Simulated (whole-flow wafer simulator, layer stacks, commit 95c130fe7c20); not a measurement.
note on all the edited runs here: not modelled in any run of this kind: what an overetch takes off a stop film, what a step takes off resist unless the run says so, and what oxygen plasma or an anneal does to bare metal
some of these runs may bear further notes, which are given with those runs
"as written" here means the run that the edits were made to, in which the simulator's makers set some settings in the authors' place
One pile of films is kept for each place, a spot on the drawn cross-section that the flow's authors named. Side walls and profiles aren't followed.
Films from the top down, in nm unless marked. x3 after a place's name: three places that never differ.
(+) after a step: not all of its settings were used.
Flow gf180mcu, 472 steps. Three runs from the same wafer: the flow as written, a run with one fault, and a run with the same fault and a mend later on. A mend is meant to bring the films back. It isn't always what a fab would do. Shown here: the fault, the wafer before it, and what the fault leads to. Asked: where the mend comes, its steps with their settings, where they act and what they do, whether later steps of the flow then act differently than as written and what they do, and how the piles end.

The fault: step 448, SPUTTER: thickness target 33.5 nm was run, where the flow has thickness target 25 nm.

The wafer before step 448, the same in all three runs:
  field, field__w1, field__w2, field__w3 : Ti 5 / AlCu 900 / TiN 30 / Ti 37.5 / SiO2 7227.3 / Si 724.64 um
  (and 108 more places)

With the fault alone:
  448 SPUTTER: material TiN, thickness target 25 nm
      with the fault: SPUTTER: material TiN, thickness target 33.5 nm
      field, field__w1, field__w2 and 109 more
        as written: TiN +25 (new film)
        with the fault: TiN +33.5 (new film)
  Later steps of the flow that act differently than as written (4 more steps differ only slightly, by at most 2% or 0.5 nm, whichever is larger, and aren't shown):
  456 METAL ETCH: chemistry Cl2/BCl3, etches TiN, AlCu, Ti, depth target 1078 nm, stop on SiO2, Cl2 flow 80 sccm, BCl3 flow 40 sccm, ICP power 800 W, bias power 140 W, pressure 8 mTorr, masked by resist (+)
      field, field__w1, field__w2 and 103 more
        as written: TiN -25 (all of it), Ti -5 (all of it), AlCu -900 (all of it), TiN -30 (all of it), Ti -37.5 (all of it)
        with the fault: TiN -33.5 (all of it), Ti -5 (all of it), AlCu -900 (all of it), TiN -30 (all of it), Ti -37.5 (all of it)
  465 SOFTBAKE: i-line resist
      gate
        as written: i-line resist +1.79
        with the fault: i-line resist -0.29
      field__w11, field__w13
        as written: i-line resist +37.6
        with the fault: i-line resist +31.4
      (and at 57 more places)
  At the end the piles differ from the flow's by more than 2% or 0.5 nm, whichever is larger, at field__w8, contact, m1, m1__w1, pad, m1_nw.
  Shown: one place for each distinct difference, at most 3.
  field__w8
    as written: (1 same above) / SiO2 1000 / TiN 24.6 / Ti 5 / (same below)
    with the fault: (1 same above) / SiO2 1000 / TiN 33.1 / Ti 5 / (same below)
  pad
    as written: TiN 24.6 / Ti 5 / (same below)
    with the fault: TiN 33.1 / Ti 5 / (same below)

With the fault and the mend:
  The mend comes after step 448.
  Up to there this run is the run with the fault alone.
  448a METAL ETCH: chemistry Cl2/BCl3, etches TiN, AlCu, Ti, depth target 8.5 nm, Cl2 flow 80 sccm, BCl3 flow 40 sccm, ICP power 800 W, bias power 140 W, pressure 8 mTorr (the flow's step 260 once more, with other settings)
      field, field__w1, field__w2 and 109 more
        TiN -8.5
  No later step of the flow acts differently than as written at any place that is followed.
  At the end the piles are the same as the flow's at every place that both follow.
